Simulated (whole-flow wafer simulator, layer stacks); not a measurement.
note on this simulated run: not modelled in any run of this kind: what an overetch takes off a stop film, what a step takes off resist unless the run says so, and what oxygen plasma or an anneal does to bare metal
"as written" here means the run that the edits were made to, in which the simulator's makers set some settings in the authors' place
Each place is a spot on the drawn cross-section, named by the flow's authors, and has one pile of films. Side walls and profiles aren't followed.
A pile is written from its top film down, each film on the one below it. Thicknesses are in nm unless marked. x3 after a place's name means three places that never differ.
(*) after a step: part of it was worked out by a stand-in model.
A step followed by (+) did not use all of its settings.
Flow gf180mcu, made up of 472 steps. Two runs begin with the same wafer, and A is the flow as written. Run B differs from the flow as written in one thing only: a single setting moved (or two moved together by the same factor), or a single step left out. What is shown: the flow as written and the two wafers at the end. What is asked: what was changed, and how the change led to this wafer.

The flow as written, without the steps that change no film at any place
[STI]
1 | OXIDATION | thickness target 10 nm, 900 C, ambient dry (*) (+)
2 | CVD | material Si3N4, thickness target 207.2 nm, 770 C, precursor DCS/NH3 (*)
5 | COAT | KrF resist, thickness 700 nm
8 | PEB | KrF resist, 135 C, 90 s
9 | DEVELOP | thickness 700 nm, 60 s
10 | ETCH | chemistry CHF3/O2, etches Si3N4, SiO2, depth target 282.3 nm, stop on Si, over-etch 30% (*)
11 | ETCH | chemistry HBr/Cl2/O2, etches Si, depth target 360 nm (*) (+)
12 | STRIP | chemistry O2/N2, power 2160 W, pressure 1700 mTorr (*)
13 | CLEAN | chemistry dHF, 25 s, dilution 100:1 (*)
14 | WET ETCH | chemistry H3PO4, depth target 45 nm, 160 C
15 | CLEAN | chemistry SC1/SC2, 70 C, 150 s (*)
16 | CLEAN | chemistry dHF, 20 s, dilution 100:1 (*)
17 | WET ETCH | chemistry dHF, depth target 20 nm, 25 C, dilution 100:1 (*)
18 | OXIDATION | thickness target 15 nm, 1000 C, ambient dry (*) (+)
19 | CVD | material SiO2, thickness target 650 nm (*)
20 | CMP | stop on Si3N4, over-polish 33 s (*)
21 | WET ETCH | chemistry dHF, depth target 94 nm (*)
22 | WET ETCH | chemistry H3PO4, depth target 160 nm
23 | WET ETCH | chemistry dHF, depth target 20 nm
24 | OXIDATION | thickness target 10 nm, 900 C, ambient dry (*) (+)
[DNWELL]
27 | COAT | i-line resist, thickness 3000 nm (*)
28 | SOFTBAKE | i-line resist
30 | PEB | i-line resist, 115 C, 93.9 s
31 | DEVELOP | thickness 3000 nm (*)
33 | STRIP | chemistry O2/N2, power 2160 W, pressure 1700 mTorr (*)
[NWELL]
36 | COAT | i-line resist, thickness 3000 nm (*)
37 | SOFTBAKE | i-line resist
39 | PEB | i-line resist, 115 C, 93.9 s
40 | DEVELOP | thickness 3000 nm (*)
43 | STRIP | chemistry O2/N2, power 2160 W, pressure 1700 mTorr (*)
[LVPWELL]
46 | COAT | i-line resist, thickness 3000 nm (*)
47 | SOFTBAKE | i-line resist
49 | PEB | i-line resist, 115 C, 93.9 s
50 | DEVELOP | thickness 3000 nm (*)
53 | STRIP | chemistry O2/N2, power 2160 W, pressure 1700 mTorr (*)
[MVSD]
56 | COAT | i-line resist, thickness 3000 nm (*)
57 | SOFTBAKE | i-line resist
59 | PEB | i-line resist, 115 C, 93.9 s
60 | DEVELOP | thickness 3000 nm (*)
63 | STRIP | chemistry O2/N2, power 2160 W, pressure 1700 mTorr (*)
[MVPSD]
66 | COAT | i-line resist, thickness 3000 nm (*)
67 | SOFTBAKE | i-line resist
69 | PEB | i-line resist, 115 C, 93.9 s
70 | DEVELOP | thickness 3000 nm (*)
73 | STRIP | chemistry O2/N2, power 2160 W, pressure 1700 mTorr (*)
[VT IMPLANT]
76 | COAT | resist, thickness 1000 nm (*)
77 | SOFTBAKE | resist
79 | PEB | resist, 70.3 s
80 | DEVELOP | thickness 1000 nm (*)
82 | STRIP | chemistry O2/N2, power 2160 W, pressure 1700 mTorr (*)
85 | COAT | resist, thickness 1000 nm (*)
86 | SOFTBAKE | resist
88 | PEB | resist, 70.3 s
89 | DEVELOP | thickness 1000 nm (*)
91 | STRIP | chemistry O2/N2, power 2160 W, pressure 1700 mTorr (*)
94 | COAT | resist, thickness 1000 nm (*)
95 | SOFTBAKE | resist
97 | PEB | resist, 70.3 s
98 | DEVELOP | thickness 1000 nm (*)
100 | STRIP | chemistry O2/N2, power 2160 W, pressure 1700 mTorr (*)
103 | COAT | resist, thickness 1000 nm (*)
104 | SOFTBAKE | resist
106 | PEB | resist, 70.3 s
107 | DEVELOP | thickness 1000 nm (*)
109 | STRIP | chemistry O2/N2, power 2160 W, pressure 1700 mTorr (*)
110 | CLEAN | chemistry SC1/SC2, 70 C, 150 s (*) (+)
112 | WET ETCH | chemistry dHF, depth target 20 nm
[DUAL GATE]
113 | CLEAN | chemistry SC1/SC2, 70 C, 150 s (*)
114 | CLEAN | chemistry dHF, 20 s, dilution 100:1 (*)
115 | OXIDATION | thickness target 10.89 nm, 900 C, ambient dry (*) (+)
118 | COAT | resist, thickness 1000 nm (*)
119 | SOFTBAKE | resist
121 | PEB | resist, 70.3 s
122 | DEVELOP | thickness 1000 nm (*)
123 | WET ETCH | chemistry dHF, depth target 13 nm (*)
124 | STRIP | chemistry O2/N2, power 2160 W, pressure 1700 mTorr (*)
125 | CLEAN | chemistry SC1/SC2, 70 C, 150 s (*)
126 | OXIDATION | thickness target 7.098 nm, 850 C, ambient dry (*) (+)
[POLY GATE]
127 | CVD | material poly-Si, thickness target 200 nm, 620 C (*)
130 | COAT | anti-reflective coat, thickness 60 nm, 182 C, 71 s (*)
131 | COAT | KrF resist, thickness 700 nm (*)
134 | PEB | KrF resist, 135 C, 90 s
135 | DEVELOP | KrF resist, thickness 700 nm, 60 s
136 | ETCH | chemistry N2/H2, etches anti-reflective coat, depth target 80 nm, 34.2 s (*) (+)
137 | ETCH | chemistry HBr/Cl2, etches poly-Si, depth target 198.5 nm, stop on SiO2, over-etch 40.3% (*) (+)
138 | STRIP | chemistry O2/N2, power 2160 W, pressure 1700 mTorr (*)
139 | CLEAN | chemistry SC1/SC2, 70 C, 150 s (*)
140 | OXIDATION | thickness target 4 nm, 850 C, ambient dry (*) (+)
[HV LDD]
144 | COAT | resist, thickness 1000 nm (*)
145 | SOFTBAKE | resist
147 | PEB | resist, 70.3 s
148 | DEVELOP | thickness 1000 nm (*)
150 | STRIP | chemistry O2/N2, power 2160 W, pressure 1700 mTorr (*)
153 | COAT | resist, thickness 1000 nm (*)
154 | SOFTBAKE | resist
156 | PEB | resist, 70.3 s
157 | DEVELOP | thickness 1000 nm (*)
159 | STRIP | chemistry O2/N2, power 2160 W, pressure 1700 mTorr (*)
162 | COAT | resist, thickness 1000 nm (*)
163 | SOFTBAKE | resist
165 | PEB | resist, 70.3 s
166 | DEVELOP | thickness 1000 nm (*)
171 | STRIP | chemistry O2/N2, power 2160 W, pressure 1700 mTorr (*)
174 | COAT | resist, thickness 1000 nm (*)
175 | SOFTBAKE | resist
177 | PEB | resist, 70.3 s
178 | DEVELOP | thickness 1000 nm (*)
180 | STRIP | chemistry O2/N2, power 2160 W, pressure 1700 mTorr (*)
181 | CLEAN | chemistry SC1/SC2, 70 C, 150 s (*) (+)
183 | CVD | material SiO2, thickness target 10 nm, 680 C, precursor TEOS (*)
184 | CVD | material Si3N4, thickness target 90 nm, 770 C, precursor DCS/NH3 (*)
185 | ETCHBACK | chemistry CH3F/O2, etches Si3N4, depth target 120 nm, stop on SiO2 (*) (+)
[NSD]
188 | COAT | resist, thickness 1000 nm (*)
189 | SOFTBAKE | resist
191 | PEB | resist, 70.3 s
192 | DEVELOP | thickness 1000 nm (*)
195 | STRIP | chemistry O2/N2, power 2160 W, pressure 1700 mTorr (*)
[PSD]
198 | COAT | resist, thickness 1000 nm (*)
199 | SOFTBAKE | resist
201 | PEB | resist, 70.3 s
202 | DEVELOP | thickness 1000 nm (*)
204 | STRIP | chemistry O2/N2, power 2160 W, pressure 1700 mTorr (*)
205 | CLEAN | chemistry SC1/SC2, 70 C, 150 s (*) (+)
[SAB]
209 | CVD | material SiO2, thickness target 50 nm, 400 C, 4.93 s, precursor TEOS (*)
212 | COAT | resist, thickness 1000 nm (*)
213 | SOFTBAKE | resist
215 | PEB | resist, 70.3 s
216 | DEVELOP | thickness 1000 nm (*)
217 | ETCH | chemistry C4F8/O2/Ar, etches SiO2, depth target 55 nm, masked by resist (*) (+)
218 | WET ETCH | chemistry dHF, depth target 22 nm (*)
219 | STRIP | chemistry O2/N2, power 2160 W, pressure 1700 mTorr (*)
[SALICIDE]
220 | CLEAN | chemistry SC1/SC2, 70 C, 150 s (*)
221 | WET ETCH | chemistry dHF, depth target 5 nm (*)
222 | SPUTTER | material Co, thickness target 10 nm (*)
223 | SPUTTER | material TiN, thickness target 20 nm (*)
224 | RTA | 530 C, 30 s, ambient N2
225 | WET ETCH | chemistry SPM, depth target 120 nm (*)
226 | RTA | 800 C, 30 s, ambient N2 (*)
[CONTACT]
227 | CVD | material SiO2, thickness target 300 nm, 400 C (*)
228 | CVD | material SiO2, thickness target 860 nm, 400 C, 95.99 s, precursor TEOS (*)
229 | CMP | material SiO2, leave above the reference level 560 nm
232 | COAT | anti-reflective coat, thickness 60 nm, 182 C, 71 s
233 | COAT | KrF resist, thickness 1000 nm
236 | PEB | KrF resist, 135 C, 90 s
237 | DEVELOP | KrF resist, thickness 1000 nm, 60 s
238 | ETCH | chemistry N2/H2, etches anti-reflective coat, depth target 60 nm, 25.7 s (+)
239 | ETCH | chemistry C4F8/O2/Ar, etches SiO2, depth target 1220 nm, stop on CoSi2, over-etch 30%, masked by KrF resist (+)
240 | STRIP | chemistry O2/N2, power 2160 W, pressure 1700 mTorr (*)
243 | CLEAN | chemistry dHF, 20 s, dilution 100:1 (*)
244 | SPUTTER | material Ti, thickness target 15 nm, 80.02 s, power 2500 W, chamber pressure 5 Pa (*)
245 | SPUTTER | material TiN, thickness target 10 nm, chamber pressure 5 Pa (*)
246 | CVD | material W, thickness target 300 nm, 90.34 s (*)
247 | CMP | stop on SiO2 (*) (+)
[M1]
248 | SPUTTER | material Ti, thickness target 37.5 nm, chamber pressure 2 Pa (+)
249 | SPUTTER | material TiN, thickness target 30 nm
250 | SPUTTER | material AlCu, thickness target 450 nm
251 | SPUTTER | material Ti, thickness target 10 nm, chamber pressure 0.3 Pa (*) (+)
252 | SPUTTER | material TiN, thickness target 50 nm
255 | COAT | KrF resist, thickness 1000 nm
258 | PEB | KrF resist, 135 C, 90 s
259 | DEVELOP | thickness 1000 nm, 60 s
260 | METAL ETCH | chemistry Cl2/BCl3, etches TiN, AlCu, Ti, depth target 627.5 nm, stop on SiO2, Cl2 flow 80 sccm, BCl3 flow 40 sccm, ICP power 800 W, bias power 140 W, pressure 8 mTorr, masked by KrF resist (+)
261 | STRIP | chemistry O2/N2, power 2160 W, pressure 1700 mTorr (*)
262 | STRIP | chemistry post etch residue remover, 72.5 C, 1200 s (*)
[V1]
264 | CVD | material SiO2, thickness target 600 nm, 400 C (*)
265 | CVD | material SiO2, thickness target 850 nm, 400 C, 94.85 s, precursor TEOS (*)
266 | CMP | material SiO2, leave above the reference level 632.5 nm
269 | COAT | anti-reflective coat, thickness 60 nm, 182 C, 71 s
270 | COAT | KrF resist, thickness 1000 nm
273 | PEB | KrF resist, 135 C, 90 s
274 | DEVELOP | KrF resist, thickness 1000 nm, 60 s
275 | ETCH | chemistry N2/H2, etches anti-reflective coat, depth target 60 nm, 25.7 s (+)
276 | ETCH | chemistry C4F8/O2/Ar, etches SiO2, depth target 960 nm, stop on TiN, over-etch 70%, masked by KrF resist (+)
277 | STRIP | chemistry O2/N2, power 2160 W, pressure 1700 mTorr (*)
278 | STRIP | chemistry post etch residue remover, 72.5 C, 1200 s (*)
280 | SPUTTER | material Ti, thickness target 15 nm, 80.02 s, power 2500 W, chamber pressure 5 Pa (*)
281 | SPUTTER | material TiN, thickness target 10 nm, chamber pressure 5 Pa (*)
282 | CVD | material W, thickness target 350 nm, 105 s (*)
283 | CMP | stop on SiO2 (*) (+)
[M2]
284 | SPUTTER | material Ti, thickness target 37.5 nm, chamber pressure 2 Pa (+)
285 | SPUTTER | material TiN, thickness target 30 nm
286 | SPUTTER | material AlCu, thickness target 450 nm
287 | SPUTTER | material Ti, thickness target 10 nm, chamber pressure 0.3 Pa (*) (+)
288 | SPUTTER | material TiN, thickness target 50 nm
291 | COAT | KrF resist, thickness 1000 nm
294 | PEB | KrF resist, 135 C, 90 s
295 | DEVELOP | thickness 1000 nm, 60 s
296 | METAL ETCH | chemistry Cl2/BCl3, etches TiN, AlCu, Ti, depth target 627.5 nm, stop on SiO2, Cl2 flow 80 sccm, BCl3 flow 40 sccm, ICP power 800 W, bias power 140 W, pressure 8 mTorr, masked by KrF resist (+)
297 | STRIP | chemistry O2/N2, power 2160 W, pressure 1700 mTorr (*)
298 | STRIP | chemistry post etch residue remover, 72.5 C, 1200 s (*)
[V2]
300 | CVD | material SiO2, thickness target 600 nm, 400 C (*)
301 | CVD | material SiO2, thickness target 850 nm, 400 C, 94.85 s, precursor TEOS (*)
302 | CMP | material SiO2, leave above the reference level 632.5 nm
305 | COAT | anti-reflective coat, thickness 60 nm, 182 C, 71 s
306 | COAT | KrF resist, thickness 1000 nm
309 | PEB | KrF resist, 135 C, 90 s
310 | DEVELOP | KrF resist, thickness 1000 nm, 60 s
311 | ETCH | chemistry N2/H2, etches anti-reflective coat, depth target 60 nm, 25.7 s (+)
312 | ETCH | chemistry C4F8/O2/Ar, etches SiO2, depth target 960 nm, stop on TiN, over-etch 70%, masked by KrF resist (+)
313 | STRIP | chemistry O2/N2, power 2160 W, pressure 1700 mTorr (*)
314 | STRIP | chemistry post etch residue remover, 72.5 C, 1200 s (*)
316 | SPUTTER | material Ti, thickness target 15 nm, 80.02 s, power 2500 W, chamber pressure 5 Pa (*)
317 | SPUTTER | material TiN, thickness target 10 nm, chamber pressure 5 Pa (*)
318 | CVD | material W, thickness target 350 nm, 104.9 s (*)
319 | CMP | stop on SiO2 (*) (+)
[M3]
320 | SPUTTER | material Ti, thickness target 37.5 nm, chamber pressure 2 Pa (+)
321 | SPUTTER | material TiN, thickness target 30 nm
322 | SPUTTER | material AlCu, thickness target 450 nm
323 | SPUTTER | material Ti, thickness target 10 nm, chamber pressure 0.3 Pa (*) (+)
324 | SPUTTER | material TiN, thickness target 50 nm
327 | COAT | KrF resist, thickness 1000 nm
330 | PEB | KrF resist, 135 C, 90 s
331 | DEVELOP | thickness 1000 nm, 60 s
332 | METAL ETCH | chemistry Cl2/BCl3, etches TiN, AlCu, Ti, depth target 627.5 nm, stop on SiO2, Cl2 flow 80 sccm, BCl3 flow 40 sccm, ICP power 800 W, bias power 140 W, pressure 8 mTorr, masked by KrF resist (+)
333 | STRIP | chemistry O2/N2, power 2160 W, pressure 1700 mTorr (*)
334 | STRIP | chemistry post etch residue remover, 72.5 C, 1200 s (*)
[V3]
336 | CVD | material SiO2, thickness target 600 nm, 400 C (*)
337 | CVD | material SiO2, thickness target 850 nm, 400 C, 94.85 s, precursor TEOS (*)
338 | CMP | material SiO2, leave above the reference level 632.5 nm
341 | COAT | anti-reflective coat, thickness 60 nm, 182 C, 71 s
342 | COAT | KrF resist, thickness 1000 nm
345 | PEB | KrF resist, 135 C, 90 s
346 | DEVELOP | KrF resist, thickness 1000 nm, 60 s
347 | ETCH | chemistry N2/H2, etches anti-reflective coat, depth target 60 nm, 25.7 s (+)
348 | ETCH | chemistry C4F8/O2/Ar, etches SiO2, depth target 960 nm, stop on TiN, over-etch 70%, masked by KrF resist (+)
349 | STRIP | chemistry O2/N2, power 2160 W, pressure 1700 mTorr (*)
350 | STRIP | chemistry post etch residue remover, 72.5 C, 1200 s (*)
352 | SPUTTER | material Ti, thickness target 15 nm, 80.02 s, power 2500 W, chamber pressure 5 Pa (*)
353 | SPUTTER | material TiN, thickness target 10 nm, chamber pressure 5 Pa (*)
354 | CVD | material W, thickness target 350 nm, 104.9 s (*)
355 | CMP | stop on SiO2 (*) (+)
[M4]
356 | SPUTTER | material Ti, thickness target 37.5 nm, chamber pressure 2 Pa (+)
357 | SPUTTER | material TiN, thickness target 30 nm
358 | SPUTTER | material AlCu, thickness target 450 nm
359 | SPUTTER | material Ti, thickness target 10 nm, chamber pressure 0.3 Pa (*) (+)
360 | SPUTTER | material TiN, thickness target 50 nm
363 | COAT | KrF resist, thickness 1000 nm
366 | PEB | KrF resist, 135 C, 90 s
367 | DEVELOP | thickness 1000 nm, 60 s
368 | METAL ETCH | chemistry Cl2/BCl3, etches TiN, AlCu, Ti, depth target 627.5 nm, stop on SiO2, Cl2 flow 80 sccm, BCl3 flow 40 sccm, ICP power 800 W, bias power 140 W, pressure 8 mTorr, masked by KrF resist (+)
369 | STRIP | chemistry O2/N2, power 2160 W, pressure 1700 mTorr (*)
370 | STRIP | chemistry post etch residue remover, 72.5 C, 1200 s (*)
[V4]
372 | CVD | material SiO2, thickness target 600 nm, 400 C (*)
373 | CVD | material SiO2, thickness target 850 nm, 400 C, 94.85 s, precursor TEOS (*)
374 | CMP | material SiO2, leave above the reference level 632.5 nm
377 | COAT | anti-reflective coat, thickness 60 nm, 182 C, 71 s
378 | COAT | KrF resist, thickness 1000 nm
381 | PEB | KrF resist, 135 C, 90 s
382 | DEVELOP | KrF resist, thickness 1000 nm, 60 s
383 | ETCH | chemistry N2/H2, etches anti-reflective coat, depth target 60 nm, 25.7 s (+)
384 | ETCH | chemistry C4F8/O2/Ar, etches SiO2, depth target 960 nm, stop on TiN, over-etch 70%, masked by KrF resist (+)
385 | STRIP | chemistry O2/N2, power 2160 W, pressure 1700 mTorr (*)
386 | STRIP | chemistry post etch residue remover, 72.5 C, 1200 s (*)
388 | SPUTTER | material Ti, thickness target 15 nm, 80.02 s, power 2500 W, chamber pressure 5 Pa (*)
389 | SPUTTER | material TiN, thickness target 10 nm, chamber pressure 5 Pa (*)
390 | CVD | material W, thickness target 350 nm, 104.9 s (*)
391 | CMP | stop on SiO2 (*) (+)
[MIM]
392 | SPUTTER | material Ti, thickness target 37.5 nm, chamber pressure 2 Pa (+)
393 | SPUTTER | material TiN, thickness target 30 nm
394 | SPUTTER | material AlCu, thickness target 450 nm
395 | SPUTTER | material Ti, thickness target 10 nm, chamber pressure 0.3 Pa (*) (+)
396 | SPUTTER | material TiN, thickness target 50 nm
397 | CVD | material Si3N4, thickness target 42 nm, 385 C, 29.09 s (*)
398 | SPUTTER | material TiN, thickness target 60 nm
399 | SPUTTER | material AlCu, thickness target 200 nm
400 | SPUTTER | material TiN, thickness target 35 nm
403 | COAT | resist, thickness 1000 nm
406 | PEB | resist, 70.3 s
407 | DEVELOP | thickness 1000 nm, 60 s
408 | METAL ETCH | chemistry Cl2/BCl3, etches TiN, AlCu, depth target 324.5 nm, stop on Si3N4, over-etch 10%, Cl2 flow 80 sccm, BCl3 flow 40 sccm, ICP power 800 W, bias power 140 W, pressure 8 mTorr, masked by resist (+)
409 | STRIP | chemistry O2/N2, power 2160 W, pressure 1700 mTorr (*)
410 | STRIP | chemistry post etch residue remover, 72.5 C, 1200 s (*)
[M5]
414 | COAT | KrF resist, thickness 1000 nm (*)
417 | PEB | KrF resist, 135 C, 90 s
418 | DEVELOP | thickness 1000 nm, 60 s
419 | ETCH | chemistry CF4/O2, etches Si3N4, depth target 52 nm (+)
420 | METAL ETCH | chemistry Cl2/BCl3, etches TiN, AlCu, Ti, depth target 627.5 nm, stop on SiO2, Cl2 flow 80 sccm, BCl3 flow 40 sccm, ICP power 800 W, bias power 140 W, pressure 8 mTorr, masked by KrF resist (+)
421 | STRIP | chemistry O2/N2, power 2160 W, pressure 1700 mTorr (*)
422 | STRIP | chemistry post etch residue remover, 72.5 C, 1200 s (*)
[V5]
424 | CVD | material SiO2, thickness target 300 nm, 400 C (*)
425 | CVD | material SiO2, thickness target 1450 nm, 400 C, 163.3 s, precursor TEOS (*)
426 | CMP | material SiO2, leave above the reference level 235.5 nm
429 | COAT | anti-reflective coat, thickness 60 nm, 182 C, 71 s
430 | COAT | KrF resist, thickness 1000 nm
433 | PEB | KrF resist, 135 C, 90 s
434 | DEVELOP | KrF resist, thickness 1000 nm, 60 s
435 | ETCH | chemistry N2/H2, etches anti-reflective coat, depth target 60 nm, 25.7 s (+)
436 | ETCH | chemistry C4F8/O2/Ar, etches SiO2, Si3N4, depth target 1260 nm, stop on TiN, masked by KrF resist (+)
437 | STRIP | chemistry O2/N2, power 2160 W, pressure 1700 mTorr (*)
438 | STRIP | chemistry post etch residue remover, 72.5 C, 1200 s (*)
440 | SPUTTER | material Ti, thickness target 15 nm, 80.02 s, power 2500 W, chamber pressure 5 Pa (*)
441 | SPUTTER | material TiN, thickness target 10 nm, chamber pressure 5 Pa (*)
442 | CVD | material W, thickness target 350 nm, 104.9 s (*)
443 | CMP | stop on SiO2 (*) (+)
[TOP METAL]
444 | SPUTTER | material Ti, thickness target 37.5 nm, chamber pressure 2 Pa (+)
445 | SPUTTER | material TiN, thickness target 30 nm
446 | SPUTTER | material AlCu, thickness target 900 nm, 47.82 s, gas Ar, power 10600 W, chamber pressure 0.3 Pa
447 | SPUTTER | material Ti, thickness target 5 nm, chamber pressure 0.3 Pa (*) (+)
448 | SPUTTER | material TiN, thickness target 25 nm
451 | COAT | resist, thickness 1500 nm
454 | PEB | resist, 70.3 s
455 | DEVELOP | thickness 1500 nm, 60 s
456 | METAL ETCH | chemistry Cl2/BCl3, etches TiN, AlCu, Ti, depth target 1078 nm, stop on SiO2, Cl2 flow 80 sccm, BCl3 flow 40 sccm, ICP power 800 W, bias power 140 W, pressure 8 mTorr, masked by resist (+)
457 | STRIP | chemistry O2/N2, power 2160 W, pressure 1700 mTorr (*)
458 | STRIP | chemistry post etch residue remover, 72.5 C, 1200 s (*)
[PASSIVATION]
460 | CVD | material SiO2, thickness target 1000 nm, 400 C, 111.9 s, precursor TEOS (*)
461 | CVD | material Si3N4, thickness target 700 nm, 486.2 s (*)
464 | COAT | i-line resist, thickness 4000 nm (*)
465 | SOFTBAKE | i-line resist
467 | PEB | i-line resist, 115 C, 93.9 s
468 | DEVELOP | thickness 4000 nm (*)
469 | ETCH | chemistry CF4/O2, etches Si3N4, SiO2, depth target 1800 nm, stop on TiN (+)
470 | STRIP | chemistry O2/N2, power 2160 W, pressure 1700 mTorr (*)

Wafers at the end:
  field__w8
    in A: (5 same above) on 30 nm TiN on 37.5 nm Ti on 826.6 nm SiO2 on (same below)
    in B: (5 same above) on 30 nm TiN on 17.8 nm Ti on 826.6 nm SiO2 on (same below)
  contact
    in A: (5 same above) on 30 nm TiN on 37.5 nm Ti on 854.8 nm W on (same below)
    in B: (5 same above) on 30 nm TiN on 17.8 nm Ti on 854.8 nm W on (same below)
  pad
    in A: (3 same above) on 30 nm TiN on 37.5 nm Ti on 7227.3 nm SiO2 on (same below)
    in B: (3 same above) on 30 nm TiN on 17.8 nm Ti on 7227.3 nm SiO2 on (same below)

Cause: step 444, SPUTTER: thickness target 17.8 nm was run, whereas the flow has thickness target 37.5 nm.
The wafer itself shows it: field__w8 has Ti 17.8, and step 444 as written asks for 37.5 nm.

The path from the change to this, step by step:
  444 | SPUTTER | material Ti, thickness target 37.5 nm, chamber pressure 2 Pa (+)
      field, field__w1, field__w2 and 109 more: A +37.5 Ti (new film) | B +17.8 Ti (new film)
  456 | METAL ETCH | chemistry Cl2/BCl3, etches TiN, AlCu, Ti, depth target 1078 nm, stop on SiO2, Cl2 flow 80 sccm, BCl3 flow 40 sccm, ICP power 800 W, bias power 140 W, pressure 8 mTorr, masked by resist (+)
      field, field__w1, field__w2 and 103 more: A -25 TiN (all of it), -5 Ti (all of it), -900 AlCu (all of it), -30 TiN (all of it), -37.5 Ti (all of it) | B -25 TiN (all of it), -5 Ti (all of it), -900 AlCu (all of it), -30 TiN (all of it), -17.8 Ti (all of it)
  465 | SOFTBAKE | i-line resist
      field__w2, field_sub__w4: A +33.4 i-line resist | B +32.4 i-line resist
      field__w11, field__w13: A +37.6 i-line resist | B +36.5 i-line resist
      (and at 59 other places as well)
